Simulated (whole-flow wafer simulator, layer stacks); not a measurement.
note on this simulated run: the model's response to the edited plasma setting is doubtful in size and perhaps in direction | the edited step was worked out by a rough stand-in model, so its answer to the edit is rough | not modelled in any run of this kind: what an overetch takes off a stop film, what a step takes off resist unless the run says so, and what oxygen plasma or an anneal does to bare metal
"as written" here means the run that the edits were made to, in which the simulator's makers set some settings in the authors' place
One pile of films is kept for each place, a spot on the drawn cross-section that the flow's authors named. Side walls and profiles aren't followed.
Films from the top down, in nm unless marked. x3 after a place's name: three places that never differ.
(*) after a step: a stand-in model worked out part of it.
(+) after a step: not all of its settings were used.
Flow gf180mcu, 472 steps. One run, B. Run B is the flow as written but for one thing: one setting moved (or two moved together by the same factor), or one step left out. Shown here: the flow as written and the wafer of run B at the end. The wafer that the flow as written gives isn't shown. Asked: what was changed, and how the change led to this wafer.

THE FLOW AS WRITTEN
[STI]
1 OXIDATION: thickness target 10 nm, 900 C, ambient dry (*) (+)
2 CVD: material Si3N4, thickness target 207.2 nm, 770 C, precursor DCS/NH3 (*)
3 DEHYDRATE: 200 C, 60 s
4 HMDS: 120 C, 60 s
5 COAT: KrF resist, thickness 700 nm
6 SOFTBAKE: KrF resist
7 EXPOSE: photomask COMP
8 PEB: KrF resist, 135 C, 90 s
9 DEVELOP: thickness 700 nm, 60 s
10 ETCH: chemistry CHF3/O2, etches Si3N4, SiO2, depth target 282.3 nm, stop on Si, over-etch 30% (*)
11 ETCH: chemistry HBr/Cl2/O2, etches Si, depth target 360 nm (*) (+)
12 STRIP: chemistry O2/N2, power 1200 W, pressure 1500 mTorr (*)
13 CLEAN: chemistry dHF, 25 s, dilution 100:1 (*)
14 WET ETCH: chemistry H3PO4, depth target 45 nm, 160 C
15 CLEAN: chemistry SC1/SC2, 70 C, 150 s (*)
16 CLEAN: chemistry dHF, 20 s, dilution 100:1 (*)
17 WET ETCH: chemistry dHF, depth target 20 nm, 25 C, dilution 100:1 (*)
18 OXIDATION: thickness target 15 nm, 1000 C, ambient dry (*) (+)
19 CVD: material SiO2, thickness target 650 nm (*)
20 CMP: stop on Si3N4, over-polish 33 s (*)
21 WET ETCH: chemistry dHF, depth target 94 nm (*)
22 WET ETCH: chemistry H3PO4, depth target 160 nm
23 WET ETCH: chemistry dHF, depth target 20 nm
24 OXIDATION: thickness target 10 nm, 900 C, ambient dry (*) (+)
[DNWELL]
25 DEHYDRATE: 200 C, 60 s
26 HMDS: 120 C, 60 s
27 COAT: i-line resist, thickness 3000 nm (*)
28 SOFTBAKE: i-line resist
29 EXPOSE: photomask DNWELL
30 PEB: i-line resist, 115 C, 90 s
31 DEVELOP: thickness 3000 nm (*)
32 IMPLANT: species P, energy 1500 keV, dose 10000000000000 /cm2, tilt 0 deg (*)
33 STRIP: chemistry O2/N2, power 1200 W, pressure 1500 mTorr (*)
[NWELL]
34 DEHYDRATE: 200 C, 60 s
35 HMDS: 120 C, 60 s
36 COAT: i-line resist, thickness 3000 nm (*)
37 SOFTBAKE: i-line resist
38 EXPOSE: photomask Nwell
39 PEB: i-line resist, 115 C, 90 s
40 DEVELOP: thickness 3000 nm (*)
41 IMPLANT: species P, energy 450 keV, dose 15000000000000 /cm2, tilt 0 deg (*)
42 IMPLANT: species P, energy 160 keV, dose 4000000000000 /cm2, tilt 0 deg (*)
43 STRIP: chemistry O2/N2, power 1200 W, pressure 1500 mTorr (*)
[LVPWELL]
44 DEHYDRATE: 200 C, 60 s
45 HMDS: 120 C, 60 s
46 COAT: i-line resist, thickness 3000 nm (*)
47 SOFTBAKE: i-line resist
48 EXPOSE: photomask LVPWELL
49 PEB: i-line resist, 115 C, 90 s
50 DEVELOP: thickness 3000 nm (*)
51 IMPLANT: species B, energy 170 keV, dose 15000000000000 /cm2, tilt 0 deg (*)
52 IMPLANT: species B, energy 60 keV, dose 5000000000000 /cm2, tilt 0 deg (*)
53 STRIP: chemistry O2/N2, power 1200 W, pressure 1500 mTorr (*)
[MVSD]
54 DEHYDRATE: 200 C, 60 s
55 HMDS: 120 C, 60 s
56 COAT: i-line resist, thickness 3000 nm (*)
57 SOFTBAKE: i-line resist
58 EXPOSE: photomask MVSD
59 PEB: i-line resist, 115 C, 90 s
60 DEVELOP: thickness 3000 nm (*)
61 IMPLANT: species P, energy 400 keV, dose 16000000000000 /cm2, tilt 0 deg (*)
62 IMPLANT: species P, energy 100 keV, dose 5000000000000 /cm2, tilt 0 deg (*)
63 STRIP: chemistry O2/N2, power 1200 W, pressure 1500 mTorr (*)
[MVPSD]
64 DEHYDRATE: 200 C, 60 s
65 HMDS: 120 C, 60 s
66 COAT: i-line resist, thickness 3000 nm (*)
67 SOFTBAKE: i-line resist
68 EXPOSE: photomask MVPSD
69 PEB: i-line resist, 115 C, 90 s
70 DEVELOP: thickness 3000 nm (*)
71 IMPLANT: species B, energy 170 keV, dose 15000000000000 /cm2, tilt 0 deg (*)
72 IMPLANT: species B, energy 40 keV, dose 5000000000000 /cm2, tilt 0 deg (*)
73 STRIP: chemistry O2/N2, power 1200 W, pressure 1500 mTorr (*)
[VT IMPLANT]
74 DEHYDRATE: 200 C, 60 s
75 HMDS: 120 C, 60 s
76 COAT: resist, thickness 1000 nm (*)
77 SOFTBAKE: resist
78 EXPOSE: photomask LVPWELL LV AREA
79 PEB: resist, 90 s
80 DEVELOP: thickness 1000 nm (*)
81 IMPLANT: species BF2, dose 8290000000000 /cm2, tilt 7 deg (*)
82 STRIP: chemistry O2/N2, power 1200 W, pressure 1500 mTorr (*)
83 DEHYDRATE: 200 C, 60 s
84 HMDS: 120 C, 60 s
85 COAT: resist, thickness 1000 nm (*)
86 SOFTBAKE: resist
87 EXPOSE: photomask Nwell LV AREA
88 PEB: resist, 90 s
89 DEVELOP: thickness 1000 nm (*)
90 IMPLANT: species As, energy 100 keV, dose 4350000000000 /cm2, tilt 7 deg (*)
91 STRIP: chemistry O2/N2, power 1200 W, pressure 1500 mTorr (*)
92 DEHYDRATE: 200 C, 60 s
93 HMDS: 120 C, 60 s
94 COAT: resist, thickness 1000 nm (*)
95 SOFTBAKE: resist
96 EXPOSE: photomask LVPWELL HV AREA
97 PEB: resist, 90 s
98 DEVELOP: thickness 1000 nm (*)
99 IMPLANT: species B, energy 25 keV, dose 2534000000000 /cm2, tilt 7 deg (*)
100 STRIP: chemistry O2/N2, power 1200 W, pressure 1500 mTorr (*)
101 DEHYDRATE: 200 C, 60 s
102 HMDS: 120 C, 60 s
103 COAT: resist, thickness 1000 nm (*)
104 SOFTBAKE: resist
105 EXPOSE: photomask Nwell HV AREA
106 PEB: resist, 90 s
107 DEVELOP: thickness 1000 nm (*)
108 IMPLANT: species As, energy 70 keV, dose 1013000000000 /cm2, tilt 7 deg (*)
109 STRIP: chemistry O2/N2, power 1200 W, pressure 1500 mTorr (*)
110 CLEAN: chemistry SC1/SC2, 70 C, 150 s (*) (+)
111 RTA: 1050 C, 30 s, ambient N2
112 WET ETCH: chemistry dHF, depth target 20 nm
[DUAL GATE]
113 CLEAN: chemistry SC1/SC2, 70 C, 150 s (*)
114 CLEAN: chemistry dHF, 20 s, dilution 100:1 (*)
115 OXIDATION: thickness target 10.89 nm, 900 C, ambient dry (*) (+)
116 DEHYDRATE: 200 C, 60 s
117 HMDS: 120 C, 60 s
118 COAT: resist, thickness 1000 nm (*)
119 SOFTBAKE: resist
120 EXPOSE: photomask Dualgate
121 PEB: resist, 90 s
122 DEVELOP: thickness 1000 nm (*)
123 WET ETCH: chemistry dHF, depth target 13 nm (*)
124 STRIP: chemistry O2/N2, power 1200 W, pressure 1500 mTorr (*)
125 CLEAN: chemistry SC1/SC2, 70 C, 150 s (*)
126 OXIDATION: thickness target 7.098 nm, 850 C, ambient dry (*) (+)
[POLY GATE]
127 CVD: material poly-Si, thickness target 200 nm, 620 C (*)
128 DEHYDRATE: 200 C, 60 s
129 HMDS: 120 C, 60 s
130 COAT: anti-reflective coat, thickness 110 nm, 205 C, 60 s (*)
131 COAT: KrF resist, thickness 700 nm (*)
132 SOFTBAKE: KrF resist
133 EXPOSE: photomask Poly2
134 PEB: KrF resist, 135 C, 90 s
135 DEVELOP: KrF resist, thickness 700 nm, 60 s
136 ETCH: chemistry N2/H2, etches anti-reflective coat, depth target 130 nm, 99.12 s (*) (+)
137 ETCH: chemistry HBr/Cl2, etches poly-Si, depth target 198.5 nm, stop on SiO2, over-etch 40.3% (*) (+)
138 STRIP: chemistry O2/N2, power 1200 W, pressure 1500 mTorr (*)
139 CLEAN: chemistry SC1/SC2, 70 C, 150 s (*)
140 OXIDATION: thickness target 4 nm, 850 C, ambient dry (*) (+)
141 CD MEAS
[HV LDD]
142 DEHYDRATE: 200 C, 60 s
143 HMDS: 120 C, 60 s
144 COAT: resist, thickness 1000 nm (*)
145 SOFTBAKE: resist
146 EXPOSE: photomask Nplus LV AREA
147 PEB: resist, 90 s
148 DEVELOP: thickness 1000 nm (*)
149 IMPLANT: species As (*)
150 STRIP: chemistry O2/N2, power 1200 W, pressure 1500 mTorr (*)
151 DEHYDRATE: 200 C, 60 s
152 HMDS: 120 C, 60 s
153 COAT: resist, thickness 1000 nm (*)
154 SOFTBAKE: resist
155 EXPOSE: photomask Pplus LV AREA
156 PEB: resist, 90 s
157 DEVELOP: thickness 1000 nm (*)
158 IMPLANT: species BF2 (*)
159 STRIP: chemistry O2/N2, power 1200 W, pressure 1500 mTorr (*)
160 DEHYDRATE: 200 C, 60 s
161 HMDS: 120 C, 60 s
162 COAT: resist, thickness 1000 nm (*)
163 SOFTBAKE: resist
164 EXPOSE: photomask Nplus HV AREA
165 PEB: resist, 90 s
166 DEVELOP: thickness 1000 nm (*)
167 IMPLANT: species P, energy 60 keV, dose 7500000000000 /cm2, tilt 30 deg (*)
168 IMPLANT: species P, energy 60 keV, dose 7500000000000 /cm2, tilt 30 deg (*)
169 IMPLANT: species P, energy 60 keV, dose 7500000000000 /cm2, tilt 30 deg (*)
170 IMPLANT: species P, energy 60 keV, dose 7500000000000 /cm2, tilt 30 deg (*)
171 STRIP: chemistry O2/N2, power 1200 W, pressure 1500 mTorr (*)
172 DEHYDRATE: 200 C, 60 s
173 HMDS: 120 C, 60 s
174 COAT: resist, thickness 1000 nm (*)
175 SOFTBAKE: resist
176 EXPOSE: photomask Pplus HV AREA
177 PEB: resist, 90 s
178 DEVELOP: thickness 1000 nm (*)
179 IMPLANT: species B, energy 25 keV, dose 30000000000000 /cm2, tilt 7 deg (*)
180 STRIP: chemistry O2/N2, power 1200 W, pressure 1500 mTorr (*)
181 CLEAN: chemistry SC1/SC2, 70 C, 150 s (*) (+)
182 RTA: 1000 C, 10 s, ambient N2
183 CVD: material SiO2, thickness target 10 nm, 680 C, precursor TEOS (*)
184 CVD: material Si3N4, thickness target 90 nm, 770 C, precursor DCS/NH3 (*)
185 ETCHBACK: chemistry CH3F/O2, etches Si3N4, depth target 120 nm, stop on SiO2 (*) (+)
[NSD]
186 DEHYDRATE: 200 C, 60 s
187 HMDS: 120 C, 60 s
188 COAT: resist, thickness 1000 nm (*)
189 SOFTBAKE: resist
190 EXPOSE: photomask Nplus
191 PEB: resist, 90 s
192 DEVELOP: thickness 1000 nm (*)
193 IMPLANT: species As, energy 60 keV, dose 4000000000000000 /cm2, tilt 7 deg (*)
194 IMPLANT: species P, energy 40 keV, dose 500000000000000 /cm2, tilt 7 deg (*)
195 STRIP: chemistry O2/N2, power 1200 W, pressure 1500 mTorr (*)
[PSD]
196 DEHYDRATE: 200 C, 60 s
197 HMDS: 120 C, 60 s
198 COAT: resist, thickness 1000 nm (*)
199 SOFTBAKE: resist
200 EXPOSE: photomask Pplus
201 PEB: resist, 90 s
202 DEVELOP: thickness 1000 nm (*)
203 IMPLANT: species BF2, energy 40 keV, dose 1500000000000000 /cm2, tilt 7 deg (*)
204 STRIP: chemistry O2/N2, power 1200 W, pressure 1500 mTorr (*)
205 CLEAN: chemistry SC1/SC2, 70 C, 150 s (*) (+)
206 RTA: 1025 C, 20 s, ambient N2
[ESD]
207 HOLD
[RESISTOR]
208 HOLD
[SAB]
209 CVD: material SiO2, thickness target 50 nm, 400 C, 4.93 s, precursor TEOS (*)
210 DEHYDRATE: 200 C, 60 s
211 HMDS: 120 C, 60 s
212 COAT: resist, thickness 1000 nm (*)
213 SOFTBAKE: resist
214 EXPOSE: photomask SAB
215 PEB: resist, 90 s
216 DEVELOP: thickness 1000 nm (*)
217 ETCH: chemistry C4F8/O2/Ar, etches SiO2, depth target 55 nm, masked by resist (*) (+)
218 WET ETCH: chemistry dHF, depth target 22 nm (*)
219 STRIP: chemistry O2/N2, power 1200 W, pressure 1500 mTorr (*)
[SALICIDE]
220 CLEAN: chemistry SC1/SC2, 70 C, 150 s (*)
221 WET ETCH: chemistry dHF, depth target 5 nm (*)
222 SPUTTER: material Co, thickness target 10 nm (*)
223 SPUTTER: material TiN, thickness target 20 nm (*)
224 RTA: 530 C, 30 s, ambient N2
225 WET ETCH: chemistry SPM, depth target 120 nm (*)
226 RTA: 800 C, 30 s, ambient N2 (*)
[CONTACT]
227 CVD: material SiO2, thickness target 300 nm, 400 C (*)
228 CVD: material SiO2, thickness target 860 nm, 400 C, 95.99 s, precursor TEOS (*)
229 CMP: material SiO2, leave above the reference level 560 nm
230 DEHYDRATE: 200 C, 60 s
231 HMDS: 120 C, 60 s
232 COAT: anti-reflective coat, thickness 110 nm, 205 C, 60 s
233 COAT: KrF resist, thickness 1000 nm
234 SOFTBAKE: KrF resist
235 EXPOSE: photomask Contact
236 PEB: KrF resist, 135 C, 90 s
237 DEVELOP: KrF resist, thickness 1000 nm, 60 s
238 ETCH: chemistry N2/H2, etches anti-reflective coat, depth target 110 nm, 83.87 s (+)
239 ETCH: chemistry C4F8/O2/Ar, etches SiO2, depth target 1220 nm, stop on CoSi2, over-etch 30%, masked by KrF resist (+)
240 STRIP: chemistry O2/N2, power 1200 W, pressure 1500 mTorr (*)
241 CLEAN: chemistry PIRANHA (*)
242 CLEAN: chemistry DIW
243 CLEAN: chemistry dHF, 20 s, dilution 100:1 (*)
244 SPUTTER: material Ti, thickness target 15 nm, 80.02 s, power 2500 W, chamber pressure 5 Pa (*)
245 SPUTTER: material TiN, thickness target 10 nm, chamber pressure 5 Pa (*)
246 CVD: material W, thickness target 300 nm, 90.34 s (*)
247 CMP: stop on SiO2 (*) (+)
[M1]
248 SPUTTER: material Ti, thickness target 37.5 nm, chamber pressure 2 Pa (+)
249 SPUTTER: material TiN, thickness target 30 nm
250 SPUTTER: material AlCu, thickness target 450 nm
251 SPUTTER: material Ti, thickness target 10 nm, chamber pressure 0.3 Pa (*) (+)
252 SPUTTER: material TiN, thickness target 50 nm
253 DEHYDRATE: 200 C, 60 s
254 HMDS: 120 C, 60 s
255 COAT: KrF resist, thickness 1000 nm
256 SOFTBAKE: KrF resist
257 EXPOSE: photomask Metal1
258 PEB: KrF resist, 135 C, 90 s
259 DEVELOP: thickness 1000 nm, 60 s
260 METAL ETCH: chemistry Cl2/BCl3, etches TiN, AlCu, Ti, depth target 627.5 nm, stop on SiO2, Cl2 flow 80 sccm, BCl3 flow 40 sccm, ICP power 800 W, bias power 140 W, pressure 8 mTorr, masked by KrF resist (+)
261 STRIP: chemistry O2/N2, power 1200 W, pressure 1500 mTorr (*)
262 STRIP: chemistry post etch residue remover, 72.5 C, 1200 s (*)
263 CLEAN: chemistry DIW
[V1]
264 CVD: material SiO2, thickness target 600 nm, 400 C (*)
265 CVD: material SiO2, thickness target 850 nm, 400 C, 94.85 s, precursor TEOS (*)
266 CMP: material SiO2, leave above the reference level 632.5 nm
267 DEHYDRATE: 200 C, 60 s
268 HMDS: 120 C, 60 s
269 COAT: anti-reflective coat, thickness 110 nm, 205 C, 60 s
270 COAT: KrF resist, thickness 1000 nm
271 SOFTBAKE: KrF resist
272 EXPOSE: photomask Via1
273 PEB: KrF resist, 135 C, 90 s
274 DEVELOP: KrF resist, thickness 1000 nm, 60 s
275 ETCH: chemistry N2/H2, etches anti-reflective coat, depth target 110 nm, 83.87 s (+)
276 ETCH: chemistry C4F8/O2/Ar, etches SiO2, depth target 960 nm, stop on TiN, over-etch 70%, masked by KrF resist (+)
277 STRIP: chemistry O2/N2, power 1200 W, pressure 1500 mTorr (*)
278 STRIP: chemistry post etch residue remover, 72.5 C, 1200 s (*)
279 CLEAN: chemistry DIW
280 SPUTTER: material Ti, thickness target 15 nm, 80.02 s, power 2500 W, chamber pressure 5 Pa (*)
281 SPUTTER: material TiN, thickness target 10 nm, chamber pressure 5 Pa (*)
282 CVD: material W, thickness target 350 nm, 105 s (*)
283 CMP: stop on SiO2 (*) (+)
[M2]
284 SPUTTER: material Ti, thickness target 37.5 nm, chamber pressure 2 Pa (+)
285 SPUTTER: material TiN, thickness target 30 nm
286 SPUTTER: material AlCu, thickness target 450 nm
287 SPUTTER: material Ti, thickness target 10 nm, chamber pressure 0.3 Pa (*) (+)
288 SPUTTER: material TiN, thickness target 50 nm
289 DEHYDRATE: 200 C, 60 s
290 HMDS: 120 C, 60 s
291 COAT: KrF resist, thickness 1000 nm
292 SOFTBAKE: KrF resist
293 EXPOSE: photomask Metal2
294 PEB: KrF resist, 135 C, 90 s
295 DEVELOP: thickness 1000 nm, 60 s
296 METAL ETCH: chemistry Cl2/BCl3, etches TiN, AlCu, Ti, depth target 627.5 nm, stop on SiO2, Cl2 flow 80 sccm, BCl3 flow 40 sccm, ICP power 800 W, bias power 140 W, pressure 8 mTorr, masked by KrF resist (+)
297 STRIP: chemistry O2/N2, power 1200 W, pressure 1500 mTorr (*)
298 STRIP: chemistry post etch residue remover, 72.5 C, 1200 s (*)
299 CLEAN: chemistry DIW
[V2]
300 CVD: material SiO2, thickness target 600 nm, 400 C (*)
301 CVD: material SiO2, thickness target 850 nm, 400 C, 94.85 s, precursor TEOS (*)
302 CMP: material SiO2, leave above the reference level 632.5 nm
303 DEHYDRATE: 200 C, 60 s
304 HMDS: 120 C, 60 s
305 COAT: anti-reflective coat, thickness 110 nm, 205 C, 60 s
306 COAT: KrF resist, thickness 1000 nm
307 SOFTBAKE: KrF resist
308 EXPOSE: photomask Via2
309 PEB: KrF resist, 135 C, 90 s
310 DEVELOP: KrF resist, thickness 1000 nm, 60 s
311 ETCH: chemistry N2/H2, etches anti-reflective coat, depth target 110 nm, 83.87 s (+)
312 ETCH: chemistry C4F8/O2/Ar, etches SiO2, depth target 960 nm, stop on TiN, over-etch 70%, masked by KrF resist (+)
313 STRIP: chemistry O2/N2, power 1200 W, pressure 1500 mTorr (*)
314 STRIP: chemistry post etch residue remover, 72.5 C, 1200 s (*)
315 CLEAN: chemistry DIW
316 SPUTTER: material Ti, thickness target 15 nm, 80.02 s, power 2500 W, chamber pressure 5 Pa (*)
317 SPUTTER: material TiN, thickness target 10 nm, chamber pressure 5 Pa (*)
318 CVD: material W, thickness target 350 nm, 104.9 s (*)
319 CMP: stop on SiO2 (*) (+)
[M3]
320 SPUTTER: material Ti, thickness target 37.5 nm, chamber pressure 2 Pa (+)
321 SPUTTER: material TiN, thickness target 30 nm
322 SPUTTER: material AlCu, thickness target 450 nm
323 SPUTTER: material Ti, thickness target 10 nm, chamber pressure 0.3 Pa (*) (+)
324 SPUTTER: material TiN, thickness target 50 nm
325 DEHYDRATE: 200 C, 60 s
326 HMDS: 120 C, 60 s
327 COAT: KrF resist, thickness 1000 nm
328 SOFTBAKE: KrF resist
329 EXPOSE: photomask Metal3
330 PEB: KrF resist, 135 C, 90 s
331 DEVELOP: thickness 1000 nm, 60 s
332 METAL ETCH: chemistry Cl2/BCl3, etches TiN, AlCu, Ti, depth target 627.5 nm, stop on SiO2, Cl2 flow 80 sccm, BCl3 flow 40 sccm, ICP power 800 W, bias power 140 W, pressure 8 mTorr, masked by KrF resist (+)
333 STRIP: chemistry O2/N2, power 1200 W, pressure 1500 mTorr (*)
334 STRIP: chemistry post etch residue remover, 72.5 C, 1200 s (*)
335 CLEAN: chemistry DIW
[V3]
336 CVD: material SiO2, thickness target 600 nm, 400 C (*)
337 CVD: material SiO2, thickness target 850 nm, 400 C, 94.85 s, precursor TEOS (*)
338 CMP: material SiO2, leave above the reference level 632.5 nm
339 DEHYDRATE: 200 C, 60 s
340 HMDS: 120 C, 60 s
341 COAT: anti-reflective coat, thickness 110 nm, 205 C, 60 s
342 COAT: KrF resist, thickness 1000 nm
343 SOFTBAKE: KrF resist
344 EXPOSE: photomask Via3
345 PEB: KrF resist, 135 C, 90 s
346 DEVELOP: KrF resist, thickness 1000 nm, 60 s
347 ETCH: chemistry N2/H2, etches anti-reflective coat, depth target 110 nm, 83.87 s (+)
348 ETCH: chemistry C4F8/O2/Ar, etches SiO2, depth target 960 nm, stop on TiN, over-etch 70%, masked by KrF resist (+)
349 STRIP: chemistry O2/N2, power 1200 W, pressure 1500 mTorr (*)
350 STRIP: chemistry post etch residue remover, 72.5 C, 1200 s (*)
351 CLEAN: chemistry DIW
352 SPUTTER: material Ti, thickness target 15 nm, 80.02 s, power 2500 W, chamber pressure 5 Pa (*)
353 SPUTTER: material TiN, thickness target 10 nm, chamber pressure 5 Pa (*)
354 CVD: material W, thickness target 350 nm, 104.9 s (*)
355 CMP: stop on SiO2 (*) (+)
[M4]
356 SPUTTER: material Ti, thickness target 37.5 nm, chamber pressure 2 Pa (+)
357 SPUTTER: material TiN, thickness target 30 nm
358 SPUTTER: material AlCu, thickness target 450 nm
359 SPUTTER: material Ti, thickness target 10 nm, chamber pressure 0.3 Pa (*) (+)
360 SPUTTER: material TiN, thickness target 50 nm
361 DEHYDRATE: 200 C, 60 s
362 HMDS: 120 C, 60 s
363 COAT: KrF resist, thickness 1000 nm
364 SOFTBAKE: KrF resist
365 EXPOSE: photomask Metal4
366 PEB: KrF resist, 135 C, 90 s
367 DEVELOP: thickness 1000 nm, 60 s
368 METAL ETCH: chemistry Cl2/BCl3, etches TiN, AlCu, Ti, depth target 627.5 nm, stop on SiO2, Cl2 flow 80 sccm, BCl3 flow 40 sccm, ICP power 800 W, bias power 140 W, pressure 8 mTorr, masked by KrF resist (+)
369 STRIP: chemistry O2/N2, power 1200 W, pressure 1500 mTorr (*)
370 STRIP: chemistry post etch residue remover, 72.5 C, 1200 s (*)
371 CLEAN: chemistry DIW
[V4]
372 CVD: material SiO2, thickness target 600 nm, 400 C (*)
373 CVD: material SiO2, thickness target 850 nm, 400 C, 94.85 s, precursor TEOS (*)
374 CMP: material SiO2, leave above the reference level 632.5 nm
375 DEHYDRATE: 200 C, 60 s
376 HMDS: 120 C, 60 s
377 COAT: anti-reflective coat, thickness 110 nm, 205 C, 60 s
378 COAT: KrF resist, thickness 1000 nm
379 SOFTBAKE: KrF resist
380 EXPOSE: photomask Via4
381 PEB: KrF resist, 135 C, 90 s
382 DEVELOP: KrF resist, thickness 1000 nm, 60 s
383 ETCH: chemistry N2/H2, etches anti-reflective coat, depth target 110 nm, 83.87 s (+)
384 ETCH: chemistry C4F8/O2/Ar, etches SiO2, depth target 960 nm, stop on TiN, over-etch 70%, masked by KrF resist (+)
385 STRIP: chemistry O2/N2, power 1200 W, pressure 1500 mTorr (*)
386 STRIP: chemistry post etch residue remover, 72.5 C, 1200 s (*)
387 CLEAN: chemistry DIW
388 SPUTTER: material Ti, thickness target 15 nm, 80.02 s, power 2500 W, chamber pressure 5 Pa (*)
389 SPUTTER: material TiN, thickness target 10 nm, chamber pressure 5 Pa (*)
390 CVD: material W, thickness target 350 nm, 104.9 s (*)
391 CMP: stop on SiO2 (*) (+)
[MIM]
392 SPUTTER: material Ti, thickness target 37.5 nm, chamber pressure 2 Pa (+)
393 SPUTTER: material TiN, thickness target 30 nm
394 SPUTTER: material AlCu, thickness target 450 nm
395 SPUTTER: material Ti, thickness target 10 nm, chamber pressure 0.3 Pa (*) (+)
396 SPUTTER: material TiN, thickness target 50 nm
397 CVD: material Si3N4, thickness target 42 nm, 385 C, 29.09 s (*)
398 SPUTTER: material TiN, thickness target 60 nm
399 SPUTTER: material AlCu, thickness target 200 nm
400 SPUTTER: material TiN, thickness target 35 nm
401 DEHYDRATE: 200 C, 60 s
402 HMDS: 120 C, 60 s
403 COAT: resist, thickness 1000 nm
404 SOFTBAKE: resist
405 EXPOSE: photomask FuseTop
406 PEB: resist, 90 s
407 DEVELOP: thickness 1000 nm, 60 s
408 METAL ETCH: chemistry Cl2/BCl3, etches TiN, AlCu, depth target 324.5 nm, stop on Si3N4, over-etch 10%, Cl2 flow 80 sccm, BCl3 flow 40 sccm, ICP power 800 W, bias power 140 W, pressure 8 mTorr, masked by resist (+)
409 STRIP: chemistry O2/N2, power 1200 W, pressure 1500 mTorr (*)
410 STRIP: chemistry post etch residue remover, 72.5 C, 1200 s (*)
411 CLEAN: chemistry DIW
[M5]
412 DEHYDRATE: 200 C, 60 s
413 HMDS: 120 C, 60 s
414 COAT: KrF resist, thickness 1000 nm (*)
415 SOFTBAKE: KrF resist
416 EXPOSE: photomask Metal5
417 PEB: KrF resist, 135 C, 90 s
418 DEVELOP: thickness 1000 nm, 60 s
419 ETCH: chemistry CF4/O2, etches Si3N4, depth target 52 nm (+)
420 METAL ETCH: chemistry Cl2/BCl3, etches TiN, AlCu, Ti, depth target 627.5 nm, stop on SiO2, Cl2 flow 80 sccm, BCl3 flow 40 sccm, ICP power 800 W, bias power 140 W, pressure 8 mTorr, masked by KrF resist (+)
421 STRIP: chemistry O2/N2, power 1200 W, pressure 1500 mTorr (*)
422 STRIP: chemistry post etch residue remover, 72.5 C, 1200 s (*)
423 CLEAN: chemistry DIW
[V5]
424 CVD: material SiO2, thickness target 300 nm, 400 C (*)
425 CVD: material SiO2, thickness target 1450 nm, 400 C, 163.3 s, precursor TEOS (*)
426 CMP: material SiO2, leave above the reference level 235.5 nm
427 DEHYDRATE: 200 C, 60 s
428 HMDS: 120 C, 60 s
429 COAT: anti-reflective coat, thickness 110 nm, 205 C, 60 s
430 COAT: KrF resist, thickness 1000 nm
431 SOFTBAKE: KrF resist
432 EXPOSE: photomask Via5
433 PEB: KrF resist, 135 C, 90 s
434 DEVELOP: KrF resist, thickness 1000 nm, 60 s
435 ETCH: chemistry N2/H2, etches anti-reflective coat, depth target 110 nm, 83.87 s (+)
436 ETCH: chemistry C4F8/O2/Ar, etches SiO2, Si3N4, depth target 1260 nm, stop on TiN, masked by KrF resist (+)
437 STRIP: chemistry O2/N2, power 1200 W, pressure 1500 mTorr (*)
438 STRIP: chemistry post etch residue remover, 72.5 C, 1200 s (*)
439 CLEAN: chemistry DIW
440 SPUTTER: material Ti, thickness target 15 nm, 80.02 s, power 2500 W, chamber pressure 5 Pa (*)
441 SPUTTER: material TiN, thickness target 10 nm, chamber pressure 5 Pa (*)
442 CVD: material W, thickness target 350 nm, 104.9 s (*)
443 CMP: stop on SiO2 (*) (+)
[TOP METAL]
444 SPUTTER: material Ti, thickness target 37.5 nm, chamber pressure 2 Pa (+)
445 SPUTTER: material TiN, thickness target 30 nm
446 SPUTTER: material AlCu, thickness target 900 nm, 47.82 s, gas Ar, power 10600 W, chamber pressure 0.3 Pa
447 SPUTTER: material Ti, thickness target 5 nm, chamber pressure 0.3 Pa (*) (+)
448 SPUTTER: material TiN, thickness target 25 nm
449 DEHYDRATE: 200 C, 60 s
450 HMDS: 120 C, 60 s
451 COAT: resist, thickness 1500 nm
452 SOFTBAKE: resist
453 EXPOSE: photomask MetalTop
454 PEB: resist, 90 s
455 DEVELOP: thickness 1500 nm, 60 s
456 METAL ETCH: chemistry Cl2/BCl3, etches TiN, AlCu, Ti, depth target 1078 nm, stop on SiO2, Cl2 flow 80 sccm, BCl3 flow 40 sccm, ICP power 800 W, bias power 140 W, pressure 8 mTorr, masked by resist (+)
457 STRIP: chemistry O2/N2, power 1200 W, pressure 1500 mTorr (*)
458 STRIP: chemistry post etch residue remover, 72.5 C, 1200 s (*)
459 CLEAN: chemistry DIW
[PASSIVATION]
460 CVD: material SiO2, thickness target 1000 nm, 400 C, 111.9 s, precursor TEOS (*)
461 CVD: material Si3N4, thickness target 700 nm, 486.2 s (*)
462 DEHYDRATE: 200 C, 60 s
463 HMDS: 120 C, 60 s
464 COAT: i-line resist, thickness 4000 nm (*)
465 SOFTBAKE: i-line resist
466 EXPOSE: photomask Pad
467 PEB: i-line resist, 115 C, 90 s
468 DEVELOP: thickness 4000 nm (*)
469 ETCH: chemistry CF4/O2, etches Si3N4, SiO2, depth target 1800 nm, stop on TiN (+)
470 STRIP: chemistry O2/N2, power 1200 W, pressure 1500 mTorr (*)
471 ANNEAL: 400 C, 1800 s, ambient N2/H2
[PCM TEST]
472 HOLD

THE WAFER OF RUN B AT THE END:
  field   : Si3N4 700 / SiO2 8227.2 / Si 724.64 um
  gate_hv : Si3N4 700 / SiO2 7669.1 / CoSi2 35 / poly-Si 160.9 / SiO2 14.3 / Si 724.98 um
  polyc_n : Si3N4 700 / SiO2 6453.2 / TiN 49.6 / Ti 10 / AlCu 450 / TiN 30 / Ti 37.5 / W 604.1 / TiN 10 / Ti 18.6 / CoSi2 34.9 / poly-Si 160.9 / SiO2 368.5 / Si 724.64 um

The cause: step 244, SPUTTER: power 2950 W was run, where the flow has power 2500 W.

How the change led to this, step by step:
  244 SPUTTER: material Ti, thickness target 15 nm, 80.02 s, power 2500 W, chamber pressure 5 Pa (*)
      field, field__w1, field__w2 and 107 more: Ti +18.6 (new film) (as written it would be: Ti +15 (new film))
      contact: Ti +10.4 (new film) (as written it would be: Ti +8.55 (new film))
  247 CMP: stop on SiO2 (*) (+)
      field, field__w1, field__w2 and 105 more: W -300 (all of it), TiN -10 (all of it), Ti -18.6 (all of it), SiO2 -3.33 (as written it would be: W -300 (all of it), TiN -10 (all of it), Ti -15 (all of it), SiO2 -3.29)
